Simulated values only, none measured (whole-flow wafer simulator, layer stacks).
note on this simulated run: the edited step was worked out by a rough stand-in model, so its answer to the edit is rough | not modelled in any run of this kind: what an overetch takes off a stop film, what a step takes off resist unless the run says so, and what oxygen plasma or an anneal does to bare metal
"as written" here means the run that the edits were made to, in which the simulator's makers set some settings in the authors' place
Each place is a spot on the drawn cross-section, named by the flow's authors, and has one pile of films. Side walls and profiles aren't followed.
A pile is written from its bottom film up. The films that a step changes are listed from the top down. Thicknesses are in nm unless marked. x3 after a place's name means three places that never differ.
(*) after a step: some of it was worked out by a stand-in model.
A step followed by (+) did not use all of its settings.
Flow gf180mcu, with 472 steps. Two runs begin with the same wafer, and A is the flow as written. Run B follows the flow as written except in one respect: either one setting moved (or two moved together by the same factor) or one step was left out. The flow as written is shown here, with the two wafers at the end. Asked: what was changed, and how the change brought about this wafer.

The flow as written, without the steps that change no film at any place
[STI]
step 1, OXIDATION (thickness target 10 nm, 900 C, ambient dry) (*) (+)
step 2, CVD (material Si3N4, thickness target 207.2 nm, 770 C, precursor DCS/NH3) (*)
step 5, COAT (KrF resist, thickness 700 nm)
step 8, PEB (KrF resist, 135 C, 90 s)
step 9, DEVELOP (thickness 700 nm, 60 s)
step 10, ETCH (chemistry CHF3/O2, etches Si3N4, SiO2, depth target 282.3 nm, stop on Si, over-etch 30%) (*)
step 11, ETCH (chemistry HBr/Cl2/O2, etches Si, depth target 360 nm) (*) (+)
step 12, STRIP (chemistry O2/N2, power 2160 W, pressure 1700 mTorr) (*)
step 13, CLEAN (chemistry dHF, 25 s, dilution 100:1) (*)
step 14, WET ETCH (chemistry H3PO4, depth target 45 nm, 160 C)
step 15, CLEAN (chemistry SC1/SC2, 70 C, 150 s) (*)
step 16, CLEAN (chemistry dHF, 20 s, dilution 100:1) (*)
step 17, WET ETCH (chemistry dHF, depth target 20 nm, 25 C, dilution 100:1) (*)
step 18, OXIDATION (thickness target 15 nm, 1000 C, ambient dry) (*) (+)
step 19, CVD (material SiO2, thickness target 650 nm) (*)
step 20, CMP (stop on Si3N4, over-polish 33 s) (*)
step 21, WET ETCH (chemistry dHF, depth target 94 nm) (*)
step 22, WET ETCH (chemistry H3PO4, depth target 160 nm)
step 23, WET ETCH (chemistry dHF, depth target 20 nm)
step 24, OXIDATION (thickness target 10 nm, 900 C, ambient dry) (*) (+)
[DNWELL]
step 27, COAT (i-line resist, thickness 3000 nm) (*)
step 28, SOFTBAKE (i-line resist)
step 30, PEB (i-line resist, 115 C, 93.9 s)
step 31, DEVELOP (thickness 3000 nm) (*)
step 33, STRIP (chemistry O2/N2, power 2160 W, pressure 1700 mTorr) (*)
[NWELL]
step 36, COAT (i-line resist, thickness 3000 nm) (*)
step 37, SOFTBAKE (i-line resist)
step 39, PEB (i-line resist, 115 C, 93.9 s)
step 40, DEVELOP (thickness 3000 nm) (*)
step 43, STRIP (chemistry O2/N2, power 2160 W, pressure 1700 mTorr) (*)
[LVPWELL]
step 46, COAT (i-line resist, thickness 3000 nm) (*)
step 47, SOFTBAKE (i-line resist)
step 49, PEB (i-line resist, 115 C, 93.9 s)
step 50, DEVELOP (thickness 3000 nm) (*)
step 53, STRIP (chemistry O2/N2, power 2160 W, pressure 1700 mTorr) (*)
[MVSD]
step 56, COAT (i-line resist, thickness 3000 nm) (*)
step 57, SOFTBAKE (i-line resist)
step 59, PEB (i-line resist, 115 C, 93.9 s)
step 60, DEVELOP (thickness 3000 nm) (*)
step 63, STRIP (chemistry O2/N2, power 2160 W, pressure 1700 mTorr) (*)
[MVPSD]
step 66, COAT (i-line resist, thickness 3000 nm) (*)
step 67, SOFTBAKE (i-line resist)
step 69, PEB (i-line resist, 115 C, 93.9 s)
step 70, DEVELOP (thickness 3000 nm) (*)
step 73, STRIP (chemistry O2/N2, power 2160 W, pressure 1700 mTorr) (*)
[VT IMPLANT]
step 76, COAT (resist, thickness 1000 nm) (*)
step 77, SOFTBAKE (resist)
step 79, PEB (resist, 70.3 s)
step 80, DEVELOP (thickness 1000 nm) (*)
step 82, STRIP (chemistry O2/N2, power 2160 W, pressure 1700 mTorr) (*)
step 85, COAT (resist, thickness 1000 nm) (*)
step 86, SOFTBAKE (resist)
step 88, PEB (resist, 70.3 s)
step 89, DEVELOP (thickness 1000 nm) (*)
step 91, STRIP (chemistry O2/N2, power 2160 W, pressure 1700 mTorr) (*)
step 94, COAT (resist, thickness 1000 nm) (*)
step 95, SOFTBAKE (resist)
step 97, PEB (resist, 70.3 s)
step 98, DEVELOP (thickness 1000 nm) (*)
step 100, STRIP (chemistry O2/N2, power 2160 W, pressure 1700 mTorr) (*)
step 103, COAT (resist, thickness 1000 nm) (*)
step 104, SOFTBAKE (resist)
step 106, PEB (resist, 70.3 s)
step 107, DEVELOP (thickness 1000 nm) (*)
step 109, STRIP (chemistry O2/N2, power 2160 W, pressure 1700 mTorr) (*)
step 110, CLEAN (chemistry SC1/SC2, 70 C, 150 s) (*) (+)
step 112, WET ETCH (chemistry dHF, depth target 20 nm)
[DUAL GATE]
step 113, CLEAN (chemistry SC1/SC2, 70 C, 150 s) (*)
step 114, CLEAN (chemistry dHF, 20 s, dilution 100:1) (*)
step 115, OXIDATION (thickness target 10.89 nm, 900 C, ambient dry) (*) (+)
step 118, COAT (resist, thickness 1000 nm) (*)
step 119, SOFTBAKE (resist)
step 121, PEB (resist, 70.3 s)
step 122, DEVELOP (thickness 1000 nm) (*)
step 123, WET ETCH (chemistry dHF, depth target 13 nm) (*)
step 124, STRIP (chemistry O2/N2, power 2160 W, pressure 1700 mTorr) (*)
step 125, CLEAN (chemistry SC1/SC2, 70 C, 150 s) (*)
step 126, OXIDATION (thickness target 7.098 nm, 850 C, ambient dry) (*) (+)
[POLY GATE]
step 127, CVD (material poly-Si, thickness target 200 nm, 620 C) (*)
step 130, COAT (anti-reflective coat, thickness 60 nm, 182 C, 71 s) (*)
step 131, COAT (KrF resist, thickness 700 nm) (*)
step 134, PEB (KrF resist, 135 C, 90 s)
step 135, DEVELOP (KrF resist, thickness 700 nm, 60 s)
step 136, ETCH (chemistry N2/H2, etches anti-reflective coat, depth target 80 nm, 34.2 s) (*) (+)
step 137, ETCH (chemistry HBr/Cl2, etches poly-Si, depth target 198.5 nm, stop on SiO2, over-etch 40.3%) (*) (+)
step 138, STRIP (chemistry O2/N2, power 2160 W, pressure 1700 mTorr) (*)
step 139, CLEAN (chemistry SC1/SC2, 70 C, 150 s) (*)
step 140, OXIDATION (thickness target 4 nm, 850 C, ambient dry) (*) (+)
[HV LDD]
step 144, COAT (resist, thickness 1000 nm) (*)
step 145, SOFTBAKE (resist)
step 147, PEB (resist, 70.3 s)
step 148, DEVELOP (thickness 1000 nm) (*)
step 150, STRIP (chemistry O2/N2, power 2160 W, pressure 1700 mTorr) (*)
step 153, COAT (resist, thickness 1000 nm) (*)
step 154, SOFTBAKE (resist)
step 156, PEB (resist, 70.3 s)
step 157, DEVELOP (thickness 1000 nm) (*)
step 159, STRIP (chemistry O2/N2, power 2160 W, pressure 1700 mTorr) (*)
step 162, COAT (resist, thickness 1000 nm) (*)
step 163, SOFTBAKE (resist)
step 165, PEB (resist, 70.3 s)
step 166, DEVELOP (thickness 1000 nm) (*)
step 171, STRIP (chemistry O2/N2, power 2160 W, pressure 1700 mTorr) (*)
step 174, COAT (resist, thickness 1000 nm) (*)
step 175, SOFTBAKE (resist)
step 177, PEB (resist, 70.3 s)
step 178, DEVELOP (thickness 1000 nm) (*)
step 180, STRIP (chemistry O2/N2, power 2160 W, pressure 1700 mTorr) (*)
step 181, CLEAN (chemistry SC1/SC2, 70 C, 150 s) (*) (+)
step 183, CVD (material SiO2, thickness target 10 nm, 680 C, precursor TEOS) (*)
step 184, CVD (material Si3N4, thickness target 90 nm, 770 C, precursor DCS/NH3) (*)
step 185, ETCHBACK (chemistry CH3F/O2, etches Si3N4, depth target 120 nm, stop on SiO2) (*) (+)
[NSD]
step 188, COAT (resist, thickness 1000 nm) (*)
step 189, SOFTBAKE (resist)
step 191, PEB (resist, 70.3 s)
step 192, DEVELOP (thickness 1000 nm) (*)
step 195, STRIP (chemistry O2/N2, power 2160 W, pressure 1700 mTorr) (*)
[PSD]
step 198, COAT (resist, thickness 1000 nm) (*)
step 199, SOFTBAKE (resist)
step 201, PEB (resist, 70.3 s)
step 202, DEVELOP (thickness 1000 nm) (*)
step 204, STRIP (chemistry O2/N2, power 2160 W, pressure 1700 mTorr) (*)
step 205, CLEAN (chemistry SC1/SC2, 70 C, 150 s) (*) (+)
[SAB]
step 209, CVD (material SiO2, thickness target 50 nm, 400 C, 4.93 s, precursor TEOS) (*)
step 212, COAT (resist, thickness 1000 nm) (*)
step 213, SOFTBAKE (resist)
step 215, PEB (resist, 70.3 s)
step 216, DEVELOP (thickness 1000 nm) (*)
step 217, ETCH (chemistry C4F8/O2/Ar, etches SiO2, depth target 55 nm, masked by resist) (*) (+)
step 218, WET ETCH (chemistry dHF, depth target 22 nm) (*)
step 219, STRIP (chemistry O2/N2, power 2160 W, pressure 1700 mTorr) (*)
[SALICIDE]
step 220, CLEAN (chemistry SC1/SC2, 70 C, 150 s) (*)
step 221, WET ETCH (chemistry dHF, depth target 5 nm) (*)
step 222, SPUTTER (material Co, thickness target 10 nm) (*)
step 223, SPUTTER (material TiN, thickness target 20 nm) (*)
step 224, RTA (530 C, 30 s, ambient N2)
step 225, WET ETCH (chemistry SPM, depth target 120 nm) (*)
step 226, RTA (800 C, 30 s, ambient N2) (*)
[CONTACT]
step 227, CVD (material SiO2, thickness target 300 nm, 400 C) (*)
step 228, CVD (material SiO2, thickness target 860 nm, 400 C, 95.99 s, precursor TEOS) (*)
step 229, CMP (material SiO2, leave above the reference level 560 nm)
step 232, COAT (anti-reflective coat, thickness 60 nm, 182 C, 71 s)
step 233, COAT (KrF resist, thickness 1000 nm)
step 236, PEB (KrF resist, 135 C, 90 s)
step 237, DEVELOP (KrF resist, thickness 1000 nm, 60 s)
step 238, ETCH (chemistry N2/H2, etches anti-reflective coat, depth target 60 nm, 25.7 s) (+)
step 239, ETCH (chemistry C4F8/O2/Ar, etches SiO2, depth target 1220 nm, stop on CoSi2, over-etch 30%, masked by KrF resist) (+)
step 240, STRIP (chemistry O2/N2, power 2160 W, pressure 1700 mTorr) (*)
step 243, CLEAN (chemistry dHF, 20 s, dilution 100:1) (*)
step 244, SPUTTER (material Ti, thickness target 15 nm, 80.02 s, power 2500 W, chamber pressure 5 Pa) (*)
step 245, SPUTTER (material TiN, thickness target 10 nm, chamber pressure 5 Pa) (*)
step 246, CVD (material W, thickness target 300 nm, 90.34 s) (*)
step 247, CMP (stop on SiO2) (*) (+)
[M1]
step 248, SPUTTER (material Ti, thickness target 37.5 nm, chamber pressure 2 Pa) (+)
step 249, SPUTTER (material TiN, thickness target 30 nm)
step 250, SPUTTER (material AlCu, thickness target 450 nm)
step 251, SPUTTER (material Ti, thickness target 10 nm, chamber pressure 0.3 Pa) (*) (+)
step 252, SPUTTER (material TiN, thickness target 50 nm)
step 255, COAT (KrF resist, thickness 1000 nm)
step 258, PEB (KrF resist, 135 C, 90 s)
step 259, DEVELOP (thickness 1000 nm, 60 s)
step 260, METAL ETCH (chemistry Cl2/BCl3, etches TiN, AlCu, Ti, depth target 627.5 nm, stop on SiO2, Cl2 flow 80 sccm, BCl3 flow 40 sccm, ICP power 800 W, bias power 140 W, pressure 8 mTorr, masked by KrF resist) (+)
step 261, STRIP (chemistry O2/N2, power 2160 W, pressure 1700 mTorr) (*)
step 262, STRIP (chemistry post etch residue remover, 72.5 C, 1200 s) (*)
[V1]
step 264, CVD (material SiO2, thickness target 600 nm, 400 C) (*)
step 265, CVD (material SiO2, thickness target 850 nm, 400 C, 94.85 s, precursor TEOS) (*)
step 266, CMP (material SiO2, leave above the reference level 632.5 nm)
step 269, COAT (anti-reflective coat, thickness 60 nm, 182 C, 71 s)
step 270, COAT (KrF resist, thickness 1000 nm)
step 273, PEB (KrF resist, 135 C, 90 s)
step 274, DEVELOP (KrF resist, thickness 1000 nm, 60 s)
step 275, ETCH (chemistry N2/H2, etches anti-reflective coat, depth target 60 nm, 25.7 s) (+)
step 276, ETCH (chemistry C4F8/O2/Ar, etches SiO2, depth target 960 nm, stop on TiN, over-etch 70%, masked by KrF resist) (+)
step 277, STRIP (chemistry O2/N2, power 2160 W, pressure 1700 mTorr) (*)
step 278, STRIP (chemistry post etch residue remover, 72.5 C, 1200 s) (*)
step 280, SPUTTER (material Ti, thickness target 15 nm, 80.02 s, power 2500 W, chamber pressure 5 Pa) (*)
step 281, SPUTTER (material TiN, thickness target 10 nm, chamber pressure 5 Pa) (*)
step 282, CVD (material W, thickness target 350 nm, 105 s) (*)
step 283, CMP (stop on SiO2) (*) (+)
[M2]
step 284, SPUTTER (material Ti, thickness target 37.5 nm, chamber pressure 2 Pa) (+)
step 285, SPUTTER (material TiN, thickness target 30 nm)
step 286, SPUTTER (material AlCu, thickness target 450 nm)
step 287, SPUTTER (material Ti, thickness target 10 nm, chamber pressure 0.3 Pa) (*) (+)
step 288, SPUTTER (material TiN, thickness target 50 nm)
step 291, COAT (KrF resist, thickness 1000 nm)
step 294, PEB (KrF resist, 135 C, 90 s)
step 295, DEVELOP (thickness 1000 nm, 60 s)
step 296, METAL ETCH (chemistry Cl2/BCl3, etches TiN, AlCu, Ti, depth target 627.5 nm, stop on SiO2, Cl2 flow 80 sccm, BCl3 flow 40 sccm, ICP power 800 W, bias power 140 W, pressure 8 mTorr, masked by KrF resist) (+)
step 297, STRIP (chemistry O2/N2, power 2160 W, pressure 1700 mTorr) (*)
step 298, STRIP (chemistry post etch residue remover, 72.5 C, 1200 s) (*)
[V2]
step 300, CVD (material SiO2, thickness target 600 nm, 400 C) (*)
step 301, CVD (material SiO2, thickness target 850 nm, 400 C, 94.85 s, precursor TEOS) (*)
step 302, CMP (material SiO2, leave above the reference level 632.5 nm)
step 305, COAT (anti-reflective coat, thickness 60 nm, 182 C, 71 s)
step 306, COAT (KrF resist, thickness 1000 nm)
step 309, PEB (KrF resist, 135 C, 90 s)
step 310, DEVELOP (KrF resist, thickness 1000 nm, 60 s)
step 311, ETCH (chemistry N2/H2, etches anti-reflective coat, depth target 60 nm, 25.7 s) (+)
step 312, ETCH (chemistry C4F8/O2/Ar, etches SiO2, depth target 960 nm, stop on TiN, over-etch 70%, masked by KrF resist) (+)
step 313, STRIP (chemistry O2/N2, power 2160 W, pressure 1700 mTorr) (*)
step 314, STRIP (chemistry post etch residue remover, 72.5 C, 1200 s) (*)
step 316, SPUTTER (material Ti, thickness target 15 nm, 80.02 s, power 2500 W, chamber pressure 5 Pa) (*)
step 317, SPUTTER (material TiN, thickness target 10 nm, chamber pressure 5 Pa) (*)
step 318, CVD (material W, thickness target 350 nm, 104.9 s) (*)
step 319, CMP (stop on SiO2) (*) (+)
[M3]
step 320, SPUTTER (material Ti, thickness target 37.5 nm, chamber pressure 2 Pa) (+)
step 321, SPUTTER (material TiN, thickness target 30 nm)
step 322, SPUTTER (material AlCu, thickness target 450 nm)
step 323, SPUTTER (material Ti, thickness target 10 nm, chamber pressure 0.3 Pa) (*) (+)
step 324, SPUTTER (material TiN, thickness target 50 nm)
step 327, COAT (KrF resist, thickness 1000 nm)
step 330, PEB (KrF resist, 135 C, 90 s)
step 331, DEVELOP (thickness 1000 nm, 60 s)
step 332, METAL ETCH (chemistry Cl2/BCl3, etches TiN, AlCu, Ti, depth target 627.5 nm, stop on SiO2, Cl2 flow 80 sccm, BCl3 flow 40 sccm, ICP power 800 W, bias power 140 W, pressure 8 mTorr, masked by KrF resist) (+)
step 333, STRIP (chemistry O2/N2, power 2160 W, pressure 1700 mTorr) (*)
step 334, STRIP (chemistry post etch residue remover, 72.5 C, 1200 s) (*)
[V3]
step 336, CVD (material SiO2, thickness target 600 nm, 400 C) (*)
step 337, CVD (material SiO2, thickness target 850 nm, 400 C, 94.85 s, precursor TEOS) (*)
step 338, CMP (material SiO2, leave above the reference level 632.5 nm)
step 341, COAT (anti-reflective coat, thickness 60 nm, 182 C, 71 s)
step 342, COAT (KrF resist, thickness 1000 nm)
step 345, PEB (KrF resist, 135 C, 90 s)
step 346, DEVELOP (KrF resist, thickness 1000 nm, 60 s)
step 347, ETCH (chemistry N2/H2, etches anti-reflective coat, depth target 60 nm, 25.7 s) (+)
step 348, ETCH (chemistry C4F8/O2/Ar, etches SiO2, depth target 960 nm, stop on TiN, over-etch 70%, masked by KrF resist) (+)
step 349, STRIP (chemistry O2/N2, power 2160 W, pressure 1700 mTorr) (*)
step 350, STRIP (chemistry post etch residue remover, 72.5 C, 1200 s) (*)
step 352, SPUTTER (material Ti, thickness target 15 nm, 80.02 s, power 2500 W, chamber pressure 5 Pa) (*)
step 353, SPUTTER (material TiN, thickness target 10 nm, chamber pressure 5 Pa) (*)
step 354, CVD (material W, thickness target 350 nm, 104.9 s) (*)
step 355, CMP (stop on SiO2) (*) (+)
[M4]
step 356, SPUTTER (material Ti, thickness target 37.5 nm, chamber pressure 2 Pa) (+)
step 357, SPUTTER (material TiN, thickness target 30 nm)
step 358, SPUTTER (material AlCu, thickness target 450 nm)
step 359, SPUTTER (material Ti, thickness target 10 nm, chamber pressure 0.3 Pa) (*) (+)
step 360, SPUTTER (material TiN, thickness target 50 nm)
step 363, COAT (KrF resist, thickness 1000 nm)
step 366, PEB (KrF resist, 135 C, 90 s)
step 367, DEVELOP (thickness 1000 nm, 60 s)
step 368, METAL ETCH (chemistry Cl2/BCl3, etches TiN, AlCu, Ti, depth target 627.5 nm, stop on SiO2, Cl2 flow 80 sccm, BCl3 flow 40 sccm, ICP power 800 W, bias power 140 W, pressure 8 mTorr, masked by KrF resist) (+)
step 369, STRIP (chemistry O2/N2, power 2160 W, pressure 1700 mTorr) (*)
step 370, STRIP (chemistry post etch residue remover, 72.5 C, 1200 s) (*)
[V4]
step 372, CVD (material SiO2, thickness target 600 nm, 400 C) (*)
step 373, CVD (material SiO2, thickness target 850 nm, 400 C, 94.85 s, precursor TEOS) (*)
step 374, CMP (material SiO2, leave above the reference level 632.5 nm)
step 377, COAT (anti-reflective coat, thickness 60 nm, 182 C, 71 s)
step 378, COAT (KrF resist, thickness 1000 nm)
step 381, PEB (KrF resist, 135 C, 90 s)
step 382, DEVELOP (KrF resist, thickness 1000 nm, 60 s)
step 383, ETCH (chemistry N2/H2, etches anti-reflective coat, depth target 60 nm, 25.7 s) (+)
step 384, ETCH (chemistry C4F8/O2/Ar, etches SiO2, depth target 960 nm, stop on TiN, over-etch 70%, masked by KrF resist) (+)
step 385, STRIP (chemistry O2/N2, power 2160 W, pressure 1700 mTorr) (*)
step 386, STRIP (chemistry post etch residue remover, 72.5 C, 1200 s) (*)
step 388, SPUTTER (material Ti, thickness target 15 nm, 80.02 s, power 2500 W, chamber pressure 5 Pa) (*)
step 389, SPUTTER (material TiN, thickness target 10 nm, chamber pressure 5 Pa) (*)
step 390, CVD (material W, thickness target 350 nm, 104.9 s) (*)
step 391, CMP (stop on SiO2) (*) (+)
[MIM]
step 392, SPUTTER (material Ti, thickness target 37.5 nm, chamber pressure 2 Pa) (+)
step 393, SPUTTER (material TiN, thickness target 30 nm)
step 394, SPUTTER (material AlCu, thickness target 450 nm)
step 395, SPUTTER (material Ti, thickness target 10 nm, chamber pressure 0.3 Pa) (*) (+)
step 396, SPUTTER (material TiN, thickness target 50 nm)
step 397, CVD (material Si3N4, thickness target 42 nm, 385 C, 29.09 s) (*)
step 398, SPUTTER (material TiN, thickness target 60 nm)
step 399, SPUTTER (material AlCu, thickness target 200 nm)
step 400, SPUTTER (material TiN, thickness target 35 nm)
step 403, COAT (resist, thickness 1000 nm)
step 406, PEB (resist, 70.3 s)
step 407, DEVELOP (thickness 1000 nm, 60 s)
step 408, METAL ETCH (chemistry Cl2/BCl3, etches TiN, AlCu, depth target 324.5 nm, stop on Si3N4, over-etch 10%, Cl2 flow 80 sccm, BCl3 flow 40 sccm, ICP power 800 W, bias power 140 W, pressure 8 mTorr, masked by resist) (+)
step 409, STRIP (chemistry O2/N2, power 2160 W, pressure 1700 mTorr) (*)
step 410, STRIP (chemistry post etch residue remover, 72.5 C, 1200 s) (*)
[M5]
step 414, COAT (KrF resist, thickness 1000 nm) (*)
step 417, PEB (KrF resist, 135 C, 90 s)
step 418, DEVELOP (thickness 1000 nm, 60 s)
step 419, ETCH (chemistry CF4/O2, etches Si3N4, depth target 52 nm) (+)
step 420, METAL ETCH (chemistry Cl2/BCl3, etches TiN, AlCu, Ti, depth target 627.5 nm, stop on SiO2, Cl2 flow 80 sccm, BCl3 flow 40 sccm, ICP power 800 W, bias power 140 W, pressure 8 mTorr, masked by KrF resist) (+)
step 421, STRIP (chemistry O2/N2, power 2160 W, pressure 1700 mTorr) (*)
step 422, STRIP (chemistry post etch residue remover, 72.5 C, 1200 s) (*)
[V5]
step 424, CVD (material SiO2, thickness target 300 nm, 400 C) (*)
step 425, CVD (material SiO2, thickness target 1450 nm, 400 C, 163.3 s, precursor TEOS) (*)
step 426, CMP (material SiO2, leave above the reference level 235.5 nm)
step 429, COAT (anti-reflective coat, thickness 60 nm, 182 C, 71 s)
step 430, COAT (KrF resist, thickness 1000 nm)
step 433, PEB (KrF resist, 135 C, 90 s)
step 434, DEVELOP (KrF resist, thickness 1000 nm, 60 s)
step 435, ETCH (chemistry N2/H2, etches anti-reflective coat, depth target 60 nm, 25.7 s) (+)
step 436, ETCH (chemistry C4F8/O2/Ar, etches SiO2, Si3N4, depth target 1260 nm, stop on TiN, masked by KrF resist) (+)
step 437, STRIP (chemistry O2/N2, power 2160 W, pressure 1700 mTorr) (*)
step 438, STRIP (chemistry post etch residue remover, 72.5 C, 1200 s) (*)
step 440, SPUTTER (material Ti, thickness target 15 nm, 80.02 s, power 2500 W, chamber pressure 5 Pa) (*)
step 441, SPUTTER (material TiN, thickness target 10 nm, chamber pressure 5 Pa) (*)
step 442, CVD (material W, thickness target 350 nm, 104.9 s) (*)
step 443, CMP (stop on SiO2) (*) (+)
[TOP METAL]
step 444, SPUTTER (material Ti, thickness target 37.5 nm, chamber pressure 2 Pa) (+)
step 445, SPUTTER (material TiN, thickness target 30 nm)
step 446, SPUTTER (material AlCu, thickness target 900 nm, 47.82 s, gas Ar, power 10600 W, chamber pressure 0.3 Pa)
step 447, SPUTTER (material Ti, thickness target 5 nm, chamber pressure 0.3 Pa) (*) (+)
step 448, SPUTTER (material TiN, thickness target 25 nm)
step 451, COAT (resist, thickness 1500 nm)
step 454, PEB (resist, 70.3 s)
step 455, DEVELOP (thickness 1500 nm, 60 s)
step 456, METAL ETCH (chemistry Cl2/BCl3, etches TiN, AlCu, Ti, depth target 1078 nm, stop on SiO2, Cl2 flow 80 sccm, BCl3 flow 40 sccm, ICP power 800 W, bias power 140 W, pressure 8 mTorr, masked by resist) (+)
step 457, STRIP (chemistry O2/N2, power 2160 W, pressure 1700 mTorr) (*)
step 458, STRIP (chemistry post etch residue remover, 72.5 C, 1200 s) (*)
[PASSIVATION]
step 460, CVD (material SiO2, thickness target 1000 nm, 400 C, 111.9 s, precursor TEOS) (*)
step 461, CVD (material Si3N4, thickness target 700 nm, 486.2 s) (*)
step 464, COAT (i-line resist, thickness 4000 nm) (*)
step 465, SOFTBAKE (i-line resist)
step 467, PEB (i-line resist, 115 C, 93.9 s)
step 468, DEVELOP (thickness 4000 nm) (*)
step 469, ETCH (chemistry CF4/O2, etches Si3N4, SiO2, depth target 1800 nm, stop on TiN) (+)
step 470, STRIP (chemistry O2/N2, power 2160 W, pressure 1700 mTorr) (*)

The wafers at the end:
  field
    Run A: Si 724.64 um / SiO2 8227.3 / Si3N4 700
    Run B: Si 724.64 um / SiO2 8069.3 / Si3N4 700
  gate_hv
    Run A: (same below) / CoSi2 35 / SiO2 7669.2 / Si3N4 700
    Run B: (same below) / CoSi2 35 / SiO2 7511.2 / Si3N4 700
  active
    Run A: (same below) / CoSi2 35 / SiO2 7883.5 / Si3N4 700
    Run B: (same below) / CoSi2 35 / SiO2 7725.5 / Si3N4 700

Cause: step 424, CVD: thickness target 142 nm was run, whereas the flow has thickness target 300 nm.

How this came from the change, step by step:
  step 424, CVD (material SiO2, thickness target 300 nm, 400 C) (*)
      field, field__w1, field__w2 and 101 more: A +300 SiO2 | B +142 SiO2
      field__w4, field__w8, contact, m1, m1__w1, mim, mim_1p0, m1_nw: A +300 SiO2 (new film) | B +142 SiO2 (new film)
  step 436, ETCH (chemistry C4F8/O2/Ar, etches SiO2, Si3N4, depth target 1260 nm, stop on TiN, masked by KrF resist) (+)
      field, field__w1, field__w2 and 108 more: A -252 KrF resist | B -214 KrF resist
      contact: A -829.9 SiO2 (all of it), -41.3 Si3N4 (all of it) | B -671.9 SiO2 (all of it), -41.3 Si3N4 (all of it)
  step 437, STRIP (chemistry O2/N2, power 2160 W, pressure 1700 mTorr) (*)
      field, field__w1, field__w2 and 108 more: A -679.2 KrF resist (all of it), -60 anti-reflective coat (all of it) | B -717.2 KrF resist (all of it), -60 anti-reflective coat (all of it)
  step 440, SPUTTER (material Ti, thickness target 15 nm, 80.02 s, power 2500 W, chamber pressure 5 Pa) (*)
      contact: A +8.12 Ti (new film) | B +8.89 Ti (new film)
  step 441, SPUTTER (material TiN, thickness target 10 nm, chamber pressure 5 Pa) (*)
      contact: A +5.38 TiN (new film) | B +5.9 TiN (new film)
  step 442, CVD (material W, thickness target 350 nm, 104.9 s) (*)
      contact: A +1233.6 W (new film) | B +1074.3 W (new film)
